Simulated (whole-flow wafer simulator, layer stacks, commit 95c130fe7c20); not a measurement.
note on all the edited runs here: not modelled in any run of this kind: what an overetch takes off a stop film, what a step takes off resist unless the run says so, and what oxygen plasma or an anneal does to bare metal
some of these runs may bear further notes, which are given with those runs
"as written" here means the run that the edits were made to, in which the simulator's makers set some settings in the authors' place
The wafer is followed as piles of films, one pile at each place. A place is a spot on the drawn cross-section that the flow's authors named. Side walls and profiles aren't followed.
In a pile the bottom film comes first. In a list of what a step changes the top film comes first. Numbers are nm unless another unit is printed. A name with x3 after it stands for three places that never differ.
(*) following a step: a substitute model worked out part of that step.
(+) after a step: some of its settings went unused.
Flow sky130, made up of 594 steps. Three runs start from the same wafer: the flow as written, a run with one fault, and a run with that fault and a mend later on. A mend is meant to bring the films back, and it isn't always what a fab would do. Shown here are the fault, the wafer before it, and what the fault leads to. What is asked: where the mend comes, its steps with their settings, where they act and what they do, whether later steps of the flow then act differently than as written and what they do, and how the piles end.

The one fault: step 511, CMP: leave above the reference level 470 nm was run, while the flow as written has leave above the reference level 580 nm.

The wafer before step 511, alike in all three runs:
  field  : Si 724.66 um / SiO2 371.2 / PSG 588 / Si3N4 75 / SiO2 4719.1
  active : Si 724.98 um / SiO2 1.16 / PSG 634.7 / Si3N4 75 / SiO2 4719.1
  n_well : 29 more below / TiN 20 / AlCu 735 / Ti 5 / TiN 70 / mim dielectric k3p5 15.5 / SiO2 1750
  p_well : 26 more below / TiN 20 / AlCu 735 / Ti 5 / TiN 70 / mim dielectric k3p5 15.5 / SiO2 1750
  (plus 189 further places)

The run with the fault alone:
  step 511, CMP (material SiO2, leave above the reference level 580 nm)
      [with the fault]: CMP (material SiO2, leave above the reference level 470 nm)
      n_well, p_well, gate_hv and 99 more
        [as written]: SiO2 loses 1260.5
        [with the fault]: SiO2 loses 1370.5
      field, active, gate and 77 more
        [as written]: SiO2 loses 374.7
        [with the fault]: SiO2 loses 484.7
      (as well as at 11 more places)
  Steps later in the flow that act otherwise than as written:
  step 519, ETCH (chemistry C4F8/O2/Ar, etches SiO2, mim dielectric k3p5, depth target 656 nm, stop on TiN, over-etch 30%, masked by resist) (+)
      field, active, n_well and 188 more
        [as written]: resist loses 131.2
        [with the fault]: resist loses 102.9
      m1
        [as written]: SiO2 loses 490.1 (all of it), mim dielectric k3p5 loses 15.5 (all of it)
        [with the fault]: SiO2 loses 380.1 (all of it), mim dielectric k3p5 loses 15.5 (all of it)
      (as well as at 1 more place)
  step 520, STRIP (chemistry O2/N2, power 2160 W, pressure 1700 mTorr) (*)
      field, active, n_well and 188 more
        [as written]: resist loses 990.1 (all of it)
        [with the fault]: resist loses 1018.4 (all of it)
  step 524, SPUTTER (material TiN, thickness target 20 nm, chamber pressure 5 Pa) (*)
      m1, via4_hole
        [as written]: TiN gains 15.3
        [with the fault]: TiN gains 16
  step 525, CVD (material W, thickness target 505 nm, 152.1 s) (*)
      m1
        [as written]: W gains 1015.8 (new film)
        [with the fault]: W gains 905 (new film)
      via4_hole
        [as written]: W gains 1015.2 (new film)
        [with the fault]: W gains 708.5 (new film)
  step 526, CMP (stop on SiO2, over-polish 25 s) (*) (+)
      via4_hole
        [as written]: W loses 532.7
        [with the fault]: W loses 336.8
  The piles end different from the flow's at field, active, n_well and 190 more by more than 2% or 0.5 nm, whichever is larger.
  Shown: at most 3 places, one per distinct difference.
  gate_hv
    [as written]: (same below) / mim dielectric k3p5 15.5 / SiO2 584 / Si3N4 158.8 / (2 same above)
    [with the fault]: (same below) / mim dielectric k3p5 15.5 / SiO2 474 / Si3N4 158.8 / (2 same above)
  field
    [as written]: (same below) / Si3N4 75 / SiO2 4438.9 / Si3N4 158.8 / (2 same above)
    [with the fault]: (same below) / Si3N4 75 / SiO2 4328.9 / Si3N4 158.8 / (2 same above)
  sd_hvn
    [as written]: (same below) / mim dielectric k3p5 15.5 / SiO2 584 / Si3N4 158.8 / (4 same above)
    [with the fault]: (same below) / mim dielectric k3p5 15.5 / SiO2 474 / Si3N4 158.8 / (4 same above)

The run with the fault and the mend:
  After step 518 comes the mend.
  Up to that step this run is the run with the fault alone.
  step 518a, STRIP (chemistry O2/N2, power 2160 W, pressure 1700 mTorr) (*)
      field, active, n_well and 188 more
        resist loses 1121.3 (all of it)
  step 518b, HDPCVD (thickness target 110 nm) (*) (a further turn of the flow's step 510, with different settings)
      field, active, n_well and 190 more
        SiO2 gains 110
  step 518c, HMDS (120 C, 60 s) (a further turn of the flow's step 513)
      alters no film at any place that is followed
  step 518d, COAT (resist, thickness 1140 nm) (a further turn of the flow's step 514)
      field, active, n_well and 190 more
        resist gains 1140 (new film)
  step 518e, SOFTBAKE (resist) (a further turn of the flow's step 515)
      alters no film at any place that is followed
  step 518f, EXPOSE (photomask VIM4, dose 133.8 mJ/cm2, NA 0.6, wavelength 365 nm) (*) (a further turn of the flow's step 516)
      alters no film at any place that is followed
  step 518g, PEB (resist, 70.3 s) (a further turn of the flow's step 517)
      field, active, n_well and 190 more
        resist loses 18.7
  step 518h, DEVELOP (resist, thickness 1140 nm, developer TMAH-0.26N, 60 s) (a further turn of the flow's step 518)
      m1, via4_hole
        resist loses 1121.3 (all of it)
  Every later step of the flow that is run acts as written at every place that is followed.
  At every place that both follow, the piles at the end match the flow's.
